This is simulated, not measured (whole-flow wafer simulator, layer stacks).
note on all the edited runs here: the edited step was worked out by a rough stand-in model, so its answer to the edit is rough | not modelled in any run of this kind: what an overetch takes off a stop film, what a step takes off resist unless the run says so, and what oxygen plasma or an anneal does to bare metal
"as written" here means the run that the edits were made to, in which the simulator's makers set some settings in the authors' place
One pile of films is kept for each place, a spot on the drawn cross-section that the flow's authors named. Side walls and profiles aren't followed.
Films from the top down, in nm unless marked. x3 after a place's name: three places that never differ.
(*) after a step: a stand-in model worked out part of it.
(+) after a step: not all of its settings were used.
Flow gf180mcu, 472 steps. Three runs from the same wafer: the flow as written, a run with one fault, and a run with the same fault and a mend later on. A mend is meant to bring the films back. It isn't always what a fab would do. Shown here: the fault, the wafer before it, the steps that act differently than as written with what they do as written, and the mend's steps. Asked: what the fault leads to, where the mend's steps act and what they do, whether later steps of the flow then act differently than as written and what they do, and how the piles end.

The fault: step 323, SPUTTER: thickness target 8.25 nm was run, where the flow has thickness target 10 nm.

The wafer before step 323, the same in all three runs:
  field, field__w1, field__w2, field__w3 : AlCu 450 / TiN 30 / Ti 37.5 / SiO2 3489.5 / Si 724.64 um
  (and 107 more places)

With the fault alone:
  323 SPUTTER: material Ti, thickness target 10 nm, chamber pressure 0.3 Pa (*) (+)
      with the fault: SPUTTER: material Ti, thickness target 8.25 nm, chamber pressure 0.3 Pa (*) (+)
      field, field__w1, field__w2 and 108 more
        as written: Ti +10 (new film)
        with the fault: Ti +8.25 (new film)
  Later steps of the flow that act differently than as written (4 more steps differ only slightly, by at most 2% or 0.5 nm, whichever is larger, and aren't shown):
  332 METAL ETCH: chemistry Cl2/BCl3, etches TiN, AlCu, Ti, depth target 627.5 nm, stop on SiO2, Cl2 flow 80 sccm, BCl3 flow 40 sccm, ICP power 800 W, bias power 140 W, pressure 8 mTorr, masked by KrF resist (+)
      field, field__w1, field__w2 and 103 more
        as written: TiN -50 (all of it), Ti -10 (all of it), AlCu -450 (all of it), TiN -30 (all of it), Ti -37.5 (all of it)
        with the fault: TiN -50 (all of it), Ti -8.25 (all of it), AlCu -450 (all of it), TiN -30 (all of it), Ti -37.5 (all of it)
  At the end the piles differ from the flow's by more than 2% or 0.5 nm, whichever is larger, at field__w8, contact, m1, m1__w1, m1_nw.
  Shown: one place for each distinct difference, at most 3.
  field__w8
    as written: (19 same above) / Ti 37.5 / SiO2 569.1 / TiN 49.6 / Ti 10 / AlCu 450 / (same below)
    with the fault: (19 same above) / Ti 37.5 / SiO2 570.9 / TiN 49.6 / Ti 8.25 / AlCu 450 / (same below)
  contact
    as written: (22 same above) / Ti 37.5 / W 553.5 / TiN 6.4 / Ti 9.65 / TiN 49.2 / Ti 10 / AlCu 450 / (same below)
    with the fault: (22 same above) / Ti 37.5 / W 555.3 / TiN 6.4 / Ti 9.64 / TiN 49.2 / Ti 8.25 / AlCu 450 / (same below)

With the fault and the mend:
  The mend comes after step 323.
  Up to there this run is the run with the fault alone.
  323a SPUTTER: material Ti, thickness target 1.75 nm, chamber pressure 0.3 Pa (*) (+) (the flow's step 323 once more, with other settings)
      field, field__w1, field__w2 and 108 more
        Ti +1.75
  No later step of the flow acts differently than as written at any place that is followed.
  At the end the piles are the same as the flow's at every place that both follow.
